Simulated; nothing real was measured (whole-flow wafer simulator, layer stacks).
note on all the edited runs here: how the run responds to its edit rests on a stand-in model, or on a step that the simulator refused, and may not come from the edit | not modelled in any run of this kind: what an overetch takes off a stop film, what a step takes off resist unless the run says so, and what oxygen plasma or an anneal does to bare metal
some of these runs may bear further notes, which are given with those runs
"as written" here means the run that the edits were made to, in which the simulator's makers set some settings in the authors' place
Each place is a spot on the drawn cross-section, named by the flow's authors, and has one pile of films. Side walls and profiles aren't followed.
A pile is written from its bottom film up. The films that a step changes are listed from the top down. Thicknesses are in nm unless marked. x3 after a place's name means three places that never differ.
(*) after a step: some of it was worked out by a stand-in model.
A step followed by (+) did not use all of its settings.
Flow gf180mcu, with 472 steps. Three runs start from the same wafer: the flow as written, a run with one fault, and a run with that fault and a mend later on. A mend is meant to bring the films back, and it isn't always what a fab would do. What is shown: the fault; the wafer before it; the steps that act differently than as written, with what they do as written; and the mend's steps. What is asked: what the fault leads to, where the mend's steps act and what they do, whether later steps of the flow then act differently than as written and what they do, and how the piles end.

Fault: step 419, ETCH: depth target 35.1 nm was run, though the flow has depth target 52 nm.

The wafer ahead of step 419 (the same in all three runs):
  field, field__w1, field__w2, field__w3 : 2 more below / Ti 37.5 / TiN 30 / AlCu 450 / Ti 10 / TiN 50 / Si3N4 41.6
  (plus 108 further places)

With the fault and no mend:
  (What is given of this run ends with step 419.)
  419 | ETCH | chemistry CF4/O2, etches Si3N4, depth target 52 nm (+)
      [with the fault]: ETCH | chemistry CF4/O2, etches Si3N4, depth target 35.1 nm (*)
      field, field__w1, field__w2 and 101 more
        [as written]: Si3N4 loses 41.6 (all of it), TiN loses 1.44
        [with the fault]: Si3N4 loses 35.1
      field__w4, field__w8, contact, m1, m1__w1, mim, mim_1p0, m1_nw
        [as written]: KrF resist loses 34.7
        [with the fault]: KrF resist loses 23.4
  Once step 419 is done, the piles at field, field__w1, field__w2 and 101 more depart from the flow's by more than 2% or 0.5 nm, whichever is larger.
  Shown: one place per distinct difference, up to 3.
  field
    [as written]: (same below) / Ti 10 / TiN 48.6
    [with the fault]: (same below) / Ti 10 / TiN 50 / Si3N4 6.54

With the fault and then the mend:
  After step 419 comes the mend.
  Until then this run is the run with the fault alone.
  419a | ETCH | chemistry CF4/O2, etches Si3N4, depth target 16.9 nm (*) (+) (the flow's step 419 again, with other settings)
      field, field__w1, field__w2 and 101 more
        Si3N4 loses 6.54 (all of it), TiN loses 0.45
      field__w4, field__w8, contact, m1, m1__w1, mim, mim_1p0, m1_nw
        KrF resist loses 6.54
  None of the later steps of the flow differs from how it acts as written, at any place that is followed, by more than 2% or 0.5 nm, whichever is larger.
  The piles end the same as the flow's at every place that both follow.
